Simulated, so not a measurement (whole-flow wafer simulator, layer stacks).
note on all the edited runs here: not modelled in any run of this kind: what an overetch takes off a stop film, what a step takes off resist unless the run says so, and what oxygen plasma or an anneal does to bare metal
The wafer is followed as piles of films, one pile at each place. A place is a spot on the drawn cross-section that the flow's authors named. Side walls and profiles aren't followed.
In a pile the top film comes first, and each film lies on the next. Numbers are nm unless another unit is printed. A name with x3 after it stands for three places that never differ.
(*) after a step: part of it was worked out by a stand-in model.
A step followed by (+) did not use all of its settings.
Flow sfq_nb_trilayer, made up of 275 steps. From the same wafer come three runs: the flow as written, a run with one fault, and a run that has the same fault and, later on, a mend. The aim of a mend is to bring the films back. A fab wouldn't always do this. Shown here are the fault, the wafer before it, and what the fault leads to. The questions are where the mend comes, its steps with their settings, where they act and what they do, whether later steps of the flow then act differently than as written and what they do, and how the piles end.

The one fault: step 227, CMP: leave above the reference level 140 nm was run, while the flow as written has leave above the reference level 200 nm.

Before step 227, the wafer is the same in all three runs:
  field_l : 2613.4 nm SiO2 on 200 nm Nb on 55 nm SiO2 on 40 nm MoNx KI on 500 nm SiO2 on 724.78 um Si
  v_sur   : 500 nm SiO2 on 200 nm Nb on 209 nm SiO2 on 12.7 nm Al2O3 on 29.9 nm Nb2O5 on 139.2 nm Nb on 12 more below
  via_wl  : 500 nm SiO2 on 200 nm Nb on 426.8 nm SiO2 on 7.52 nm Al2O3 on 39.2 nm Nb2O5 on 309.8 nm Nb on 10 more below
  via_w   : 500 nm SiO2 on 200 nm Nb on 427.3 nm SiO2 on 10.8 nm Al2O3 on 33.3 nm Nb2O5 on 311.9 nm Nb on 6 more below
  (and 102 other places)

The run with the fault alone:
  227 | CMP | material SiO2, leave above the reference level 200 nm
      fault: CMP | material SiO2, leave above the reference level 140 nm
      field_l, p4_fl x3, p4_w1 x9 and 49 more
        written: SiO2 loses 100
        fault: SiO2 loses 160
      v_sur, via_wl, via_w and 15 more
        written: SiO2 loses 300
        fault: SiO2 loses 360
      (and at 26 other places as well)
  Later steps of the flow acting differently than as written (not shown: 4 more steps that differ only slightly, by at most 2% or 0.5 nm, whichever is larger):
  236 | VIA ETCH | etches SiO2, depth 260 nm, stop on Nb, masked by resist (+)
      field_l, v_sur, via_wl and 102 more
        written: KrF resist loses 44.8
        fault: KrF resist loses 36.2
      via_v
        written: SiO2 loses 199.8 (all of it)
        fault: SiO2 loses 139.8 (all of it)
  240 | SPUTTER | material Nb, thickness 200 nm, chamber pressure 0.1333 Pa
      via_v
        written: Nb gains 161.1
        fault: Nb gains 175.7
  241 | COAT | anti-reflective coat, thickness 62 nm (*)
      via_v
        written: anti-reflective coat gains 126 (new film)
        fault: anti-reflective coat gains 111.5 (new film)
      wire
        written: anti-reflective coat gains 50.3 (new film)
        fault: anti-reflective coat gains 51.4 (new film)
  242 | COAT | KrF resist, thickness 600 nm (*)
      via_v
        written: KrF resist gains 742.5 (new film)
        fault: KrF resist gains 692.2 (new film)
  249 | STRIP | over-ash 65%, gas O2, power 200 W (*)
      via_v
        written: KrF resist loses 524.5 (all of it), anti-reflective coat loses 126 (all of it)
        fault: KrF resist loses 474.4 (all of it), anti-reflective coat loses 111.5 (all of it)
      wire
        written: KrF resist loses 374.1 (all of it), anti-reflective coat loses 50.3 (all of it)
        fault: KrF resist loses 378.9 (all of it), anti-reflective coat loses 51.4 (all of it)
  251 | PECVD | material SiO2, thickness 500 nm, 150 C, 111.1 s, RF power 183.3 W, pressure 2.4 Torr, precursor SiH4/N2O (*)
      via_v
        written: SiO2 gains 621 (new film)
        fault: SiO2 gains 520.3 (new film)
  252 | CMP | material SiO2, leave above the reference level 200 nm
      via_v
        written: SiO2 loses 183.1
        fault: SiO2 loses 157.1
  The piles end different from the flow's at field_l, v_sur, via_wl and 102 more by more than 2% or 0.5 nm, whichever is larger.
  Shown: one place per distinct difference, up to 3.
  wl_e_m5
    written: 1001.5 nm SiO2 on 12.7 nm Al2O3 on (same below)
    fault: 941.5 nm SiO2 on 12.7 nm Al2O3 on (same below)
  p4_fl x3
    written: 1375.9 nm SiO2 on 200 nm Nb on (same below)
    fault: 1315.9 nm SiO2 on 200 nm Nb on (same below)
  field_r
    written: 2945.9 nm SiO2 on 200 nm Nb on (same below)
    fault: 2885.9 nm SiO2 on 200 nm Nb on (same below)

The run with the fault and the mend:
  The mend follows step 228.
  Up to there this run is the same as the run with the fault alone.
  228a | PECVD | material SiO2, thickness 60 nm, 150 C, 13.33 s, RF power 183.3 W, pressure 2.4 Torr, precursor SiH4/N2O (the flow's step 226, run once more with other settings)
      field_l, v_sur, via_wl and 103 more
        SiO2 gains 60
  None of the later steps of the flow differs from how it acts as written, at any place that is followed, by more than 2% or 0.5 nm, whichever is larger.
  By the end, the piles equal the flow's at every place that both follow.
